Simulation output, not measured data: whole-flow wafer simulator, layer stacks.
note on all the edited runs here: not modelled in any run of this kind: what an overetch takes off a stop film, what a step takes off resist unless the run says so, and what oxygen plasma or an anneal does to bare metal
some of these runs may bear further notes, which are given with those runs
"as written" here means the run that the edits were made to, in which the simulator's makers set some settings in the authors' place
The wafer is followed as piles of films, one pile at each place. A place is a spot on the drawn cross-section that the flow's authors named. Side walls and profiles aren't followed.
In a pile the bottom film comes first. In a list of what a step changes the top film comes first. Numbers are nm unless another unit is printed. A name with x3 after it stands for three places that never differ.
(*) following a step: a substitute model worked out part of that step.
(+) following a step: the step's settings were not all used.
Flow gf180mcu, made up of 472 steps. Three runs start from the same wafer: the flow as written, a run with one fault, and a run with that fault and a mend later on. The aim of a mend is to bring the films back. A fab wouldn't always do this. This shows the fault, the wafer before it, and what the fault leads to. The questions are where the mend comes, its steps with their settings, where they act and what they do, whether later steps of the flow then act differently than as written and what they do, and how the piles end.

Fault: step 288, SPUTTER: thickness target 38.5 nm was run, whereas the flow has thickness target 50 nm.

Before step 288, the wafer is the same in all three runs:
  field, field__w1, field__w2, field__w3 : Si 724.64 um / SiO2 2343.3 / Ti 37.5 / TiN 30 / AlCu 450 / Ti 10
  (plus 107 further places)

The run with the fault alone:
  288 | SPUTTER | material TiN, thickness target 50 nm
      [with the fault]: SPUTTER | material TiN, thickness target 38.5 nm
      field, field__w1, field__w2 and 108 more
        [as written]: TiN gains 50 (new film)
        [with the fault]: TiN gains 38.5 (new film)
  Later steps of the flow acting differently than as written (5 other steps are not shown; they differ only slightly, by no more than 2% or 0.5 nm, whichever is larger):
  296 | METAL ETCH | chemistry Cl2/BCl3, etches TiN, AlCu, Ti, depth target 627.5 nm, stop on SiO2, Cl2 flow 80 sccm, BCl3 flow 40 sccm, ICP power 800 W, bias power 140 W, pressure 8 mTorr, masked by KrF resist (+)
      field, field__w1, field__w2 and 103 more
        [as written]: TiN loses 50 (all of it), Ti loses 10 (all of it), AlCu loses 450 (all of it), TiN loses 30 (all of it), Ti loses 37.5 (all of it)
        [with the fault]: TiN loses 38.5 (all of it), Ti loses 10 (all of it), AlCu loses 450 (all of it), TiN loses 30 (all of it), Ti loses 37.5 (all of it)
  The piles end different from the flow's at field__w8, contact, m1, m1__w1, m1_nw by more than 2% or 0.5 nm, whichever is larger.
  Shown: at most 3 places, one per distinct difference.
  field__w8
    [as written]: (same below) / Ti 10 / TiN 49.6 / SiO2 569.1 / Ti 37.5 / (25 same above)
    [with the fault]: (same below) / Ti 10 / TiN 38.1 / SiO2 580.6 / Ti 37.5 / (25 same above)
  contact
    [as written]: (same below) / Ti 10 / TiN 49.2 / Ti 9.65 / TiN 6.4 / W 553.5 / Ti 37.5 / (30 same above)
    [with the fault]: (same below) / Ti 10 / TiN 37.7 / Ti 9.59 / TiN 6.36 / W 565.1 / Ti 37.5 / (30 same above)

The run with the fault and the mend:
  After step 295 comes the mend.
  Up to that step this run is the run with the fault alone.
  295a | STRIP | chemistry O2/N2, power 2160 W, pressure 1700 mTorr (*)
      field__w8, contact, m1, m1__w1, m1_nw
        KrF resist loses 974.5 (all of it)
  295b | SPUTTER | material TiN, thickness target 11.5 nm (the flow's step 288 again, with other settings)
      field, field__w1, field__w2 and 108 more
        TiN gains 11.5
  295c | HMDS | 120 C, 60 s (the flow's step 290 again)
      does not change any film at any place that is followed
  295d | COAT | KrF resist, thickness 1000 nm (the flow's step 291 again)
      field, field__w1, field__w2 and 108 more
        KrF resist gains 1000 (new film)
  295e | SOFTBAKE | KrF resist (the flow's step 292 again)
      does not change any film at any place that is followed
  295f | EXPOSE | photomask Metal2 (the flow's step 293 again)
      does not change any film at any place that is followed
  295g | PEB | KrF resist, 135 C, 90 s (the flow's step 294 again)
      field, field__w1, field__w2 and 108 more
        KrF resist loses 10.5
  295h | DEVELOP | thickness 1000 nm, 60 s (the flow's step 295 again)
      field, field__w1, field__w2 and 103 more
        KrF resist loses 989.5 (all of it)
      field__w8, contact, m1, m1__w1, m1_nw
        KrF resist loses 14.9
  Every later step of the flow that is run acts as written at every place that is followed.
  At every place that both follow, the piles at the end match the flow's.
